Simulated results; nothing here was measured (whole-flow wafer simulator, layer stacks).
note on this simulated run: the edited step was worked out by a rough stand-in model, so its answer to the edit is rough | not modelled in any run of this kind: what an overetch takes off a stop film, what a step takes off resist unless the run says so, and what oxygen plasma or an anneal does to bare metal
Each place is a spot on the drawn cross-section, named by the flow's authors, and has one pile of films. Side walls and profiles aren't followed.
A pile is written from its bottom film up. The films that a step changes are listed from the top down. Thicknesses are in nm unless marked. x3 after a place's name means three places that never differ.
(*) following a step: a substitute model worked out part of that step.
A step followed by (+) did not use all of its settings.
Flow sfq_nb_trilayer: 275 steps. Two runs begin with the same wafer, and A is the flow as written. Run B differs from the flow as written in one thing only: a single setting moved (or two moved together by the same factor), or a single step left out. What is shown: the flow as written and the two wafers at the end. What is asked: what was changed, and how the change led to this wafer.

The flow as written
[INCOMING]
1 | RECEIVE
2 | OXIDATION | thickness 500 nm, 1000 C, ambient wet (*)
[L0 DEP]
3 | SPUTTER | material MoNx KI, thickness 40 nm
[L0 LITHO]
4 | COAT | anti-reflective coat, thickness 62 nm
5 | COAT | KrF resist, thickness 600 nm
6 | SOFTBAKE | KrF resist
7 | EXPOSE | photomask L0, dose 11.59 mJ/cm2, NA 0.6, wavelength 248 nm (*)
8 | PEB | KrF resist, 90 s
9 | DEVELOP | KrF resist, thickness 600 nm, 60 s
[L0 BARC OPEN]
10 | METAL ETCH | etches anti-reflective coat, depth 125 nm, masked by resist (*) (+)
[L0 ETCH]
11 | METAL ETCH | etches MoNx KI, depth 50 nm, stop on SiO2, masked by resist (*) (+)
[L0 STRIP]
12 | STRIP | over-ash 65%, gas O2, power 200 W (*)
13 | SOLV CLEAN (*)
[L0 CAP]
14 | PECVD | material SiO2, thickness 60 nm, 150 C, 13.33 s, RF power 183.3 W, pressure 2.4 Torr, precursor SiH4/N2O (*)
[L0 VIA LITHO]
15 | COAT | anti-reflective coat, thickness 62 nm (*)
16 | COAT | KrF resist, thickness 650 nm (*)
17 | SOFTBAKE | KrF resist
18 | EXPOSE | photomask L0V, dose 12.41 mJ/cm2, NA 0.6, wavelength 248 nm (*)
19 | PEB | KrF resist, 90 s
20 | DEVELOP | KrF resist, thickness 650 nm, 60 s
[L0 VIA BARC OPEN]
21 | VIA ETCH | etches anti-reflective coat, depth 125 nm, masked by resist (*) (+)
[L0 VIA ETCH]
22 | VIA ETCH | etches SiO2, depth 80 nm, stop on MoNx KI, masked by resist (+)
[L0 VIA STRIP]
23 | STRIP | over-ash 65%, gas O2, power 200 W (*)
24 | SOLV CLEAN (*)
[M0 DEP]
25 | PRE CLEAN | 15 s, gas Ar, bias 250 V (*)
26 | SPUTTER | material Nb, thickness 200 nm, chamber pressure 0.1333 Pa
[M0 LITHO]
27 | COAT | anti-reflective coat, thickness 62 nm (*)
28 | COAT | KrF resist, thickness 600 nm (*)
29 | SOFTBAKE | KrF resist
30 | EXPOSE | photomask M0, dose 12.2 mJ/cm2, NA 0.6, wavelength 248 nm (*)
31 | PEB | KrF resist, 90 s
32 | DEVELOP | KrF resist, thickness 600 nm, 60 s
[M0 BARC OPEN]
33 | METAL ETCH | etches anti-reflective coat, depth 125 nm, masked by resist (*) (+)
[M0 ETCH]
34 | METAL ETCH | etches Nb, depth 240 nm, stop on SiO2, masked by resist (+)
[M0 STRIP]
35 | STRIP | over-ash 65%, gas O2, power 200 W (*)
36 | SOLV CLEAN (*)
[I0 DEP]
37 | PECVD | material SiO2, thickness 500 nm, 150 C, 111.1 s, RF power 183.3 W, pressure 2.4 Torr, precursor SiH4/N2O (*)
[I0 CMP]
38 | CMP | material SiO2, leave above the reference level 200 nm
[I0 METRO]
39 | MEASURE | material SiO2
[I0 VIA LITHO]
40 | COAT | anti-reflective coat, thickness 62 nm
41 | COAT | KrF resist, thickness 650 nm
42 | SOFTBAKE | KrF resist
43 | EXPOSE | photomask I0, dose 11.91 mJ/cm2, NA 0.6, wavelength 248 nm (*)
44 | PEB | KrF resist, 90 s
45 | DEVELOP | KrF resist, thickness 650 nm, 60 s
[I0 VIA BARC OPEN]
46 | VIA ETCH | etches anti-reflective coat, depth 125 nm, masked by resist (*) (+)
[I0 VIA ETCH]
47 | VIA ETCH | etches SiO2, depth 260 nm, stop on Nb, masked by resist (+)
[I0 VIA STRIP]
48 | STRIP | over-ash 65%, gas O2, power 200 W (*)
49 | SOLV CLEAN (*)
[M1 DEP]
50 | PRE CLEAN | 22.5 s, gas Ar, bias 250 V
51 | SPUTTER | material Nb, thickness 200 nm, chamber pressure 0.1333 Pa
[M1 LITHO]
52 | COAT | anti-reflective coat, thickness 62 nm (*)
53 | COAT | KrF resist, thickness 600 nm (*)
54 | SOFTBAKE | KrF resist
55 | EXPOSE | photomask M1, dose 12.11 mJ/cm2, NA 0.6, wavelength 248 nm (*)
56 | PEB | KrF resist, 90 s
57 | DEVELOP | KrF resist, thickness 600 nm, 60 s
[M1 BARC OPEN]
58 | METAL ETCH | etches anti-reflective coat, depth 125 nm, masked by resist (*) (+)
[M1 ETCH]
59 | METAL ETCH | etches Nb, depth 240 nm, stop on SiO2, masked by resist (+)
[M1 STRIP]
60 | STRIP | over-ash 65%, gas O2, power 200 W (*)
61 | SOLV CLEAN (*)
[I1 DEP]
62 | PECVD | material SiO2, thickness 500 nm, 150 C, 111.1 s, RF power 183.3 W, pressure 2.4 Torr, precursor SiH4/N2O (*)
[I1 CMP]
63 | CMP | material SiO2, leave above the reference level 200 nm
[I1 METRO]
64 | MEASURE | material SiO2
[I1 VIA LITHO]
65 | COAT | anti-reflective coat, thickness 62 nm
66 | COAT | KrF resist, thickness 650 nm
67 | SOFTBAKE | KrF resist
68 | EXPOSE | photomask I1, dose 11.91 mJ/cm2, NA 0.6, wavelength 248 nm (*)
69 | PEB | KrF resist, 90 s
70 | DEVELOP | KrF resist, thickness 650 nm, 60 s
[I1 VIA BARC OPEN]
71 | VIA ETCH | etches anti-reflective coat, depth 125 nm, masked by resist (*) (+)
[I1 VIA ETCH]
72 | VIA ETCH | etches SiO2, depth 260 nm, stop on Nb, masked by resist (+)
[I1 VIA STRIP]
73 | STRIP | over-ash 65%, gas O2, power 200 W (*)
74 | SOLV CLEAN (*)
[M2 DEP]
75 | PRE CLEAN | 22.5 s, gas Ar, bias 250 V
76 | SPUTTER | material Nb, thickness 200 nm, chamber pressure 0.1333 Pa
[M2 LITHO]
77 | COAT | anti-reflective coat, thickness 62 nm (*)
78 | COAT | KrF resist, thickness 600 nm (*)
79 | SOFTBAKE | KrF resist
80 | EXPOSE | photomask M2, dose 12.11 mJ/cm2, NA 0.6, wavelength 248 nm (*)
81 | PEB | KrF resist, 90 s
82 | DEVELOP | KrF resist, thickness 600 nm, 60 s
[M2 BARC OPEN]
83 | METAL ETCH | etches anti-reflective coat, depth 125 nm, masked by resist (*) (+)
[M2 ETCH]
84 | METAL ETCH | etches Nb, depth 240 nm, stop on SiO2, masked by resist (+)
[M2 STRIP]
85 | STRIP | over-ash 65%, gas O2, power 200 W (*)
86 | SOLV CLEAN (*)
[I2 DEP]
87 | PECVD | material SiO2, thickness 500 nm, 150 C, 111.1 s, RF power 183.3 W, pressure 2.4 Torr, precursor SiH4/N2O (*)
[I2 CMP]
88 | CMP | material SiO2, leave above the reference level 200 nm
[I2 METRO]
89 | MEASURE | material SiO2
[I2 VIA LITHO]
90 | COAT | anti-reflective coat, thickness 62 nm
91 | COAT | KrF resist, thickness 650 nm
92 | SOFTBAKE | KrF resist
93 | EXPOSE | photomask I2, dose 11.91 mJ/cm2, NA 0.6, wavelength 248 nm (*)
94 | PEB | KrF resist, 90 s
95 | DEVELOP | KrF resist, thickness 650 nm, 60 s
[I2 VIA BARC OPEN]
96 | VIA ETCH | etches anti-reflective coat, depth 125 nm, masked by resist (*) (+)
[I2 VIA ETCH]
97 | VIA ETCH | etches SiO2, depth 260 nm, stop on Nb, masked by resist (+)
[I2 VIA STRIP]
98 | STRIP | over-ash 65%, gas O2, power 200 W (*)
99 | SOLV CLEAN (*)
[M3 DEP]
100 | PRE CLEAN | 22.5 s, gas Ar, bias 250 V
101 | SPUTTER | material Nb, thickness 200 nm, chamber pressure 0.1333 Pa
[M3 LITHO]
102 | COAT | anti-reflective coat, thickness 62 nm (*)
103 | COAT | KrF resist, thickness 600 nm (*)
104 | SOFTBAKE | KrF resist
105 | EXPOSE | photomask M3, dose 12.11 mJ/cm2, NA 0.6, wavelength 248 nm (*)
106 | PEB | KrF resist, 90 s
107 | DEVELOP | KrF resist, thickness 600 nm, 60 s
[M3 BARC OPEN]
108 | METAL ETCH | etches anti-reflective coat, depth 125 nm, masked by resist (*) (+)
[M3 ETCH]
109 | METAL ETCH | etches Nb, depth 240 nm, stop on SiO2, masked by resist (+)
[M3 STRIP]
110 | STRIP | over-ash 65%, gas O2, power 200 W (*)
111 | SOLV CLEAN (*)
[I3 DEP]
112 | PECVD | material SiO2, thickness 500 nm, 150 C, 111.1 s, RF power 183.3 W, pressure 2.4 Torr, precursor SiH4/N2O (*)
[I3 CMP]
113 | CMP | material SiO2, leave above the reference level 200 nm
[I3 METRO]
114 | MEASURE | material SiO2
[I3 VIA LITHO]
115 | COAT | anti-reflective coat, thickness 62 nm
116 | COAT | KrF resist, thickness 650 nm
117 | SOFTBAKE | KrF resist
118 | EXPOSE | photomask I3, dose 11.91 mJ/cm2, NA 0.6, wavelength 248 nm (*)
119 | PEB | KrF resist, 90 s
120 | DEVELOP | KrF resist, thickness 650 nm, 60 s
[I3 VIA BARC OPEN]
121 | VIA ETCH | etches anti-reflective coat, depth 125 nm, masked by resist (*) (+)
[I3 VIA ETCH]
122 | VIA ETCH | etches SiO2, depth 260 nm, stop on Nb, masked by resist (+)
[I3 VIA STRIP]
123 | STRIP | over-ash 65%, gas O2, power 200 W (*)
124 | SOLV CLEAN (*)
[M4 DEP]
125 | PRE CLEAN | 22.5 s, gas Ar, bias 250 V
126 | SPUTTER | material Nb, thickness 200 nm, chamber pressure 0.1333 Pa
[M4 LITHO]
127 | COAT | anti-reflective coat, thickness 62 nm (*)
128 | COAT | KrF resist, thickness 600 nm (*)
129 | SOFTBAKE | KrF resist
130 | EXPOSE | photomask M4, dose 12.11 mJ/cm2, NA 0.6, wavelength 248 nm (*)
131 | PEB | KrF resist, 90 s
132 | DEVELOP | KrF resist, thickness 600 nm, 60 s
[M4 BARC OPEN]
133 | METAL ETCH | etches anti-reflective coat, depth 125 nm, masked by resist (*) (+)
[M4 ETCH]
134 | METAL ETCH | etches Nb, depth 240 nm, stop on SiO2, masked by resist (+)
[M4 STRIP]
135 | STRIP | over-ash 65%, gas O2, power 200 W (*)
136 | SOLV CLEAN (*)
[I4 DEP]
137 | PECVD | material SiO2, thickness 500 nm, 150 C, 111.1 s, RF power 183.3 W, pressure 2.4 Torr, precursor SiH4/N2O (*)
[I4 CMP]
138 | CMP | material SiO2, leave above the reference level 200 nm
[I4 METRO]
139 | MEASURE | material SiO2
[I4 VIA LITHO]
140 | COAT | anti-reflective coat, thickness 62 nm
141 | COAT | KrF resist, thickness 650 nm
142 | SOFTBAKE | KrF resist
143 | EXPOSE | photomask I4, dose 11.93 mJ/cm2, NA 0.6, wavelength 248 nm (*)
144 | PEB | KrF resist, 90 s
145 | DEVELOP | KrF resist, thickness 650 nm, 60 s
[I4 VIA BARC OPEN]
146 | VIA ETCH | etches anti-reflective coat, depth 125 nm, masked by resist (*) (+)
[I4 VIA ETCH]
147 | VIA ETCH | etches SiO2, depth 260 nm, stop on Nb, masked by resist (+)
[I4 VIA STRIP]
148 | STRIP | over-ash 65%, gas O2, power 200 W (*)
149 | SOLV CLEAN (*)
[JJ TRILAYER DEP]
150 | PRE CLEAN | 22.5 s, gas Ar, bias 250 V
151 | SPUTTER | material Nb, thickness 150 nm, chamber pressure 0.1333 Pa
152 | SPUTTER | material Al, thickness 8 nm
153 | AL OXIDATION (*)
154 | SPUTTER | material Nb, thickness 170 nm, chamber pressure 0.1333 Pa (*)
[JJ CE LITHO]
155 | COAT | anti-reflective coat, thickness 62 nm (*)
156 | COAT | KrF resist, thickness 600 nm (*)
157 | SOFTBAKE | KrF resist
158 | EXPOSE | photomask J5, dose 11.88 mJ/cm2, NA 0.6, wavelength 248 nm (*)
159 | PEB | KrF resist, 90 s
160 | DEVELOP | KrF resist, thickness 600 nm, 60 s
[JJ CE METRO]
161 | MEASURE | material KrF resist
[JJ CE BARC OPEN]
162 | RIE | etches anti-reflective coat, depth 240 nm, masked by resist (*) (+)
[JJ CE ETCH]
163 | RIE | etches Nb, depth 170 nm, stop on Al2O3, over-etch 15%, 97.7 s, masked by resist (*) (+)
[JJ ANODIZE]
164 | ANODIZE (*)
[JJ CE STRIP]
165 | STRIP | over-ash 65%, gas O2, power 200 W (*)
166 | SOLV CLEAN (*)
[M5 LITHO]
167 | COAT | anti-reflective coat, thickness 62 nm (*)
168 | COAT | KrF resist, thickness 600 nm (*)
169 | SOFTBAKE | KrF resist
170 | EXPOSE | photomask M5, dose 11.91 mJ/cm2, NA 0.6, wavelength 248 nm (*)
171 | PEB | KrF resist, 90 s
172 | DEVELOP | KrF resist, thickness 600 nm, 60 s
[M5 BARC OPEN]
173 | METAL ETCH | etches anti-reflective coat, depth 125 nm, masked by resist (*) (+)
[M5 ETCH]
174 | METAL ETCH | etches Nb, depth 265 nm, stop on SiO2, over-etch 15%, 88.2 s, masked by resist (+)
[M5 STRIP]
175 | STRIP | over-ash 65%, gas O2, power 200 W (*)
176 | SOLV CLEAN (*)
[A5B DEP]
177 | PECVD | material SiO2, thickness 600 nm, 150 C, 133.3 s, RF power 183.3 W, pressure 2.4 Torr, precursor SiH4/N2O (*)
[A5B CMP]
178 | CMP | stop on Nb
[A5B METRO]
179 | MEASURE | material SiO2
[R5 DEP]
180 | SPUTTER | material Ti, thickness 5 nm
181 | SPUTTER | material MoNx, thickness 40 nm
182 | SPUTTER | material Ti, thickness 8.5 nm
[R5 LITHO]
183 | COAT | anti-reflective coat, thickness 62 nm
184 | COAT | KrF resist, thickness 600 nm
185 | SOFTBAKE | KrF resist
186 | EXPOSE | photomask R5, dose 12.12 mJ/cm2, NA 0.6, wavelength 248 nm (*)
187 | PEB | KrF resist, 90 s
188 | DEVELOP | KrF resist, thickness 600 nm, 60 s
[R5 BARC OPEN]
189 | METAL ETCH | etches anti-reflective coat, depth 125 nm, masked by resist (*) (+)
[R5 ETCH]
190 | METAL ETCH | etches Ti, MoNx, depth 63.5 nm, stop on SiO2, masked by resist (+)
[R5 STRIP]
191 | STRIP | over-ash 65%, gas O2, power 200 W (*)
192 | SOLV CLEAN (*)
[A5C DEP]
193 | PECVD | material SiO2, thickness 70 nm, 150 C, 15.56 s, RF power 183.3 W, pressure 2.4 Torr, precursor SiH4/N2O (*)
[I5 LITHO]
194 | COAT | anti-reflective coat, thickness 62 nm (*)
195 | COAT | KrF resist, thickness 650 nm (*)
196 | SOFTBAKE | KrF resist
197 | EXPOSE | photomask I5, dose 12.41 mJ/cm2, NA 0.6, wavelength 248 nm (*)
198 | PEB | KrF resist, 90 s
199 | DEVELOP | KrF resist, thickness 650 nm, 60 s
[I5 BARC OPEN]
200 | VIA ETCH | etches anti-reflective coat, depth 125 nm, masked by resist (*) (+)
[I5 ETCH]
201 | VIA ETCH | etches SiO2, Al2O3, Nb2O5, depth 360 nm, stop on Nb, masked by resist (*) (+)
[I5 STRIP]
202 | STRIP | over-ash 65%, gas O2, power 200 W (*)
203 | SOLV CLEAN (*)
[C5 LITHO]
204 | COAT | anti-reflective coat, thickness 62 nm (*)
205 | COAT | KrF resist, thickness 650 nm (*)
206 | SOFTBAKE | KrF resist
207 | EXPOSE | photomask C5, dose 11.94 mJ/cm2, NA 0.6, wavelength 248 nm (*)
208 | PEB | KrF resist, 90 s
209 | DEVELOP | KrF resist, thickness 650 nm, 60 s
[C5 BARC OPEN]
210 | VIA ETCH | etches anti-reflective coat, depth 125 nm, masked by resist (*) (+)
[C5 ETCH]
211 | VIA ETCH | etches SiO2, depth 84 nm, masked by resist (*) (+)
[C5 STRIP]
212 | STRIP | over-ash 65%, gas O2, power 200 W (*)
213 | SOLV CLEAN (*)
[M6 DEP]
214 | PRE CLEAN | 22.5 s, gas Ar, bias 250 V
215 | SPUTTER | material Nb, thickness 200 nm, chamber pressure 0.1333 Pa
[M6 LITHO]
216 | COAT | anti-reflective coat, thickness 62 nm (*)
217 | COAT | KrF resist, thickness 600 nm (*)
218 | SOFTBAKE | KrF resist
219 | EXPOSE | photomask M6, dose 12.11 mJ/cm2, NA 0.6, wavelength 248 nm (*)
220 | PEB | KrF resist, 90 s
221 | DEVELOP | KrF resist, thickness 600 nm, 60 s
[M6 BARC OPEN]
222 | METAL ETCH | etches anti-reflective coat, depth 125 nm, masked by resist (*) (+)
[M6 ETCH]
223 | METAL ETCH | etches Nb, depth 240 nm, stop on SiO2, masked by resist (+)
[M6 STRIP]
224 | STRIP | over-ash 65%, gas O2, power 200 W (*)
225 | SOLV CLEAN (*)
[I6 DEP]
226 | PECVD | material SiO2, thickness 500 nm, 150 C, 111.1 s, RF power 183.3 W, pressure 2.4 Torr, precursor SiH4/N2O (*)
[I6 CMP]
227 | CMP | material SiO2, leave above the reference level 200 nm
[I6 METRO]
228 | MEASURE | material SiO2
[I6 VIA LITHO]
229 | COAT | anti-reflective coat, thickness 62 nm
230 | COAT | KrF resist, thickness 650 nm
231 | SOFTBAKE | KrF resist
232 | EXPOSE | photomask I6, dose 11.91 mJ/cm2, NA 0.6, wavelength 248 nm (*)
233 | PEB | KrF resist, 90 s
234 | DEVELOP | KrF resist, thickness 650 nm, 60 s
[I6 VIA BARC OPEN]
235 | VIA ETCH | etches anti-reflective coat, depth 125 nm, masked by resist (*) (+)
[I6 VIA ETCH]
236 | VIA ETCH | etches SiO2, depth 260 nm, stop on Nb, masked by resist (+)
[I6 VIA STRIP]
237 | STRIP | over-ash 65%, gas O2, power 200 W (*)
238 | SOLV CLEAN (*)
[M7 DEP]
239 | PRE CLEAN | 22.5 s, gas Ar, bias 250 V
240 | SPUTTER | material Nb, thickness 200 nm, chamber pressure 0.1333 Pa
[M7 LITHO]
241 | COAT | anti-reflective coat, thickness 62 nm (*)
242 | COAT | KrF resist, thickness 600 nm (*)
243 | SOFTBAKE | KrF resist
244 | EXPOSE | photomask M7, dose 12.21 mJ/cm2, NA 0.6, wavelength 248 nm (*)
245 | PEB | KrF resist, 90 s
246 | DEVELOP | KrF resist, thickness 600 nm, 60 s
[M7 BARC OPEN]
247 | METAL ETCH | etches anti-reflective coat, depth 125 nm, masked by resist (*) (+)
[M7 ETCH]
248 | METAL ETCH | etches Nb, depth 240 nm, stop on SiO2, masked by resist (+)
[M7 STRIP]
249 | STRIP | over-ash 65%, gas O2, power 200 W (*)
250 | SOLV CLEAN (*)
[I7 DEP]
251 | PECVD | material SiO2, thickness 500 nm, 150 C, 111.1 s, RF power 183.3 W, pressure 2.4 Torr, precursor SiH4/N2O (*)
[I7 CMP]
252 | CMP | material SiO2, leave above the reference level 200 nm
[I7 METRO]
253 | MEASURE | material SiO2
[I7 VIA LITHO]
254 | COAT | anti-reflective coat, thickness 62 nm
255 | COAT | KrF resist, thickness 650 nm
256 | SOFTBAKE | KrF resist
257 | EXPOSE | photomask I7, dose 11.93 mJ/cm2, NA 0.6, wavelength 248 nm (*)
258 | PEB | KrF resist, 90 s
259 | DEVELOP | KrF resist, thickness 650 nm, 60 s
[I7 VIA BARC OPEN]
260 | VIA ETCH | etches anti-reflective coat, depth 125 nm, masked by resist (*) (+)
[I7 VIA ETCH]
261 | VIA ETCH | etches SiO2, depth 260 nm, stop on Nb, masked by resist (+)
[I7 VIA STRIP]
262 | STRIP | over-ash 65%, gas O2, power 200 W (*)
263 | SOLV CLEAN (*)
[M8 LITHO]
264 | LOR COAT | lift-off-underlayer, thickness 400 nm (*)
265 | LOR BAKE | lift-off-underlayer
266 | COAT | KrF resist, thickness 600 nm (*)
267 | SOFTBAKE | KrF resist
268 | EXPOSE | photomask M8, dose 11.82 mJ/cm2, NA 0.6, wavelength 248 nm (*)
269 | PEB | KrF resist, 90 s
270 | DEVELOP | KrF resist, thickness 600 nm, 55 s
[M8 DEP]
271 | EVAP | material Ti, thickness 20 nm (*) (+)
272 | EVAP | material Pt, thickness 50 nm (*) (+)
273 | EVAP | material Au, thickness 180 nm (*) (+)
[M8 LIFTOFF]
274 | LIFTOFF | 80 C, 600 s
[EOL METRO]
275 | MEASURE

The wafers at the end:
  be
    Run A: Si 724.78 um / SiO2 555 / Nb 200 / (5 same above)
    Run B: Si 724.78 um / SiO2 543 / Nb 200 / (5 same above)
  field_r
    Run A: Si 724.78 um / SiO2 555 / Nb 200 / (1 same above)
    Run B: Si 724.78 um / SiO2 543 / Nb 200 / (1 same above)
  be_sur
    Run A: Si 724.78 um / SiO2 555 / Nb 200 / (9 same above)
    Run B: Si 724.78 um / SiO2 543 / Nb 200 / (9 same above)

What caused this: step 14, PECVD: thickness 48 nm was run, though the flow has thickness 60 nm; step 14, PECVD: 10.67 s was run, where the flow has 13.33 s.

The path from the change to this, step by step:
  14 | PECVD | material SiO2, thickness 60 nm, 150 C, 13.33 s, RF power 183.3 W, pressure 2.4 Torr, precursor SiH4/N2O (*)
      v_sur, via_wl, via_w and 97 more: A +60 SiO2 | B +48 SiO2
      field_l, l0_sur, l0v, l0r_line_l, l0r_line_c, l0r_line_r: A +60 SiO2 (new film) | B +48 SiO2 (new film)
  22 | VIA ETCH | etches SiO2, depth 80 nm, stop on MoNx KI, masked by resist (+)
      field_l, v_sur, via_wl and 102 more: A -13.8 KrF resist | B -12.4 KrF resist
      l0v: A -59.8 SiO2 (all of it) | B -47.8 SiO2 (all of it)
  27 | COAT | anti-reflective coat, thickness 62 nm (*)
      l0_sur: A +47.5 anti-reflective coat (new film) | B +48.8 anti-reflective coat (new film)
      l0v: A +78 anti-reflective coat (new film) | B +74.4 anti-reflective coat (new film)
  35 | STRIP | over-ash 65%, gas O2, power 200 W (*)
      l0_sur: A -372 KrF resist (all of it), -47.5 anti-reflective coat (all of it) | B -372.7 KrF resist (all of it), -48.8 anti-reflective coat (all of it)
      l0v: A -405.3 KrF resist (all of it), -78 anti-reflective coat (all of it) | B -397.8 KrF resist (all of it), -74.4 anti-reflective coat (all of it)
  38 | CMP | material SiO2, leave above the reference level 200 nm
      l0v: A -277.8 SiO2 | B -291.8 SiO2
